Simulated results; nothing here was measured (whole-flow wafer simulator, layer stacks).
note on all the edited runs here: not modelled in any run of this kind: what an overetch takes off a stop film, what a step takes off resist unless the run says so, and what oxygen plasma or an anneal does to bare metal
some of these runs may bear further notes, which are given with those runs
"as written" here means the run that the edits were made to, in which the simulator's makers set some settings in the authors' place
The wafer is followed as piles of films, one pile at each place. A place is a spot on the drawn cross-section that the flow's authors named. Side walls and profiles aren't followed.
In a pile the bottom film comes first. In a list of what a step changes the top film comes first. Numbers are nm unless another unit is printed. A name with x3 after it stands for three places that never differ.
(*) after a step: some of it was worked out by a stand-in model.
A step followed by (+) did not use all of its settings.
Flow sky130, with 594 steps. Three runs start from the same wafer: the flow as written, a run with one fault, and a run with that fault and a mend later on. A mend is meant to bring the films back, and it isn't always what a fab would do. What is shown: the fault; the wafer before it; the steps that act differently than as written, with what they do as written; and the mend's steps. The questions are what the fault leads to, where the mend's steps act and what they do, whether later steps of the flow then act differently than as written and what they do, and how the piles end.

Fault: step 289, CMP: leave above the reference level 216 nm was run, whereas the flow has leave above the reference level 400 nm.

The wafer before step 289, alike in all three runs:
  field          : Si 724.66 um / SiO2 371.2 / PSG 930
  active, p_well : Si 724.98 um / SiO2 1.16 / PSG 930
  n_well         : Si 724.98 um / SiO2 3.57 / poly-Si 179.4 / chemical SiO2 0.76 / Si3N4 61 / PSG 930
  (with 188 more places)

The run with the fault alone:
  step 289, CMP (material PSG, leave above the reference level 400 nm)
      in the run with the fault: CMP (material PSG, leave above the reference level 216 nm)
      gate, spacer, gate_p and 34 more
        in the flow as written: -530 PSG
        in the run with the fault: -714 PSG
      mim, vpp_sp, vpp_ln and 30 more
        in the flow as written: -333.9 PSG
        in the run with the fault: -517.9 PSG
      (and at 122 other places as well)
  Steps later in the flow that act otherwise than as written:
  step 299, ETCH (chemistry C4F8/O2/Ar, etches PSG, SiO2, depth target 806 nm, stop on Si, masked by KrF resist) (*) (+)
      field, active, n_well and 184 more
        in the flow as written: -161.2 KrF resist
        in the run with the fault: -138.2 KrF resist
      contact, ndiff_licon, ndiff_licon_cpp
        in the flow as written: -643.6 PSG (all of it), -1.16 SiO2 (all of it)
        in the run with the fault: -459.6 PSG (all of it), -1.16 SiO2 (all of it)
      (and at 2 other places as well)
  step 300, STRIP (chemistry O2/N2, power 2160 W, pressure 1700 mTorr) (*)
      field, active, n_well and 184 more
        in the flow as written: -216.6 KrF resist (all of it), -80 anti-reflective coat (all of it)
        in the run with the fault: -239.6 KrF resist (all of it), -80 anti-reflective coat (all of it)
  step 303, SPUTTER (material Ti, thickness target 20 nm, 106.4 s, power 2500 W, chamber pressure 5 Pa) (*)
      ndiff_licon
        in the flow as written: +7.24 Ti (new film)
        in the run with the fault: +9.67 Ti (new film)
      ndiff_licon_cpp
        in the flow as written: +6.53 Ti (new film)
        in the run with the fault: +8.71 Ti (new film)
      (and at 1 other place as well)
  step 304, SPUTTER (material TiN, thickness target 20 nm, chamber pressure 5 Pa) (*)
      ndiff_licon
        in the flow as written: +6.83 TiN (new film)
        in the run with the fault: +9.25 TiN (new film)
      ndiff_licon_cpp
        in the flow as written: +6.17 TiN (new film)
        in the run with the fault: +8.35 TiN (new film)
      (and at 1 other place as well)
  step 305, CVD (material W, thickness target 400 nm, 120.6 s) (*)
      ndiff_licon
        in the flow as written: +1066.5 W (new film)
        in the run with the fault: +877.7 W (new film)
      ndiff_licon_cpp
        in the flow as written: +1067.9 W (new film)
        in the run with the fault: +879.6 W (new film)
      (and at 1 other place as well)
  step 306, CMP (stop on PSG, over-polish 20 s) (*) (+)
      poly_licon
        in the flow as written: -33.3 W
        in the run with the fault: -217.3 W
  The piles end different from the flow's at field, active, n_well and 190 more by more than 2% or 0.5 nm, whichever is larger.
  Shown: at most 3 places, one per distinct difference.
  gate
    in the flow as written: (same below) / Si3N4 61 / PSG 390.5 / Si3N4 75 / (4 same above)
    in the run with the fault: (same below) / Si3N4 61 / PSG 206.5 / Si3N4 75 / (4 same above)
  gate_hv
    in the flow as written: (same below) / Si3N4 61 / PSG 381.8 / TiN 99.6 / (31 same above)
    in the run with the fault: (same below) / Si3N4 61 / PSG 197.8 / TiN 99.6 / (31 same above)
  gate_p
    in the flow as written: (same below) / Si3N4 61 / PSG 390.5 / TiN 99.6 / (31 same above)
    in the run with the fault: (same below) / Si3N4 61 / PSG 206.5 / TiN 99.6 / (31 same above)

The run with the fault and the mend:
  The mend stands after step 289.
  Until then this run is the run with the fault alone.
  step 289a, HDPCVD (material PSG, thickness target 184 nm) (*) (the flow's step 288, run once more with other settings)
      field, active, n_well and 189 more
        +184 PSG
  Later steps of the flow that are run all act as written at every place that is followed, up to a difference of at most 2% or 0.5 nm, whichever is larger.
  At the end the piles are close to the flow's at the places that both follow, differing by at most 2% or 0.5 nm, whichever is larger.
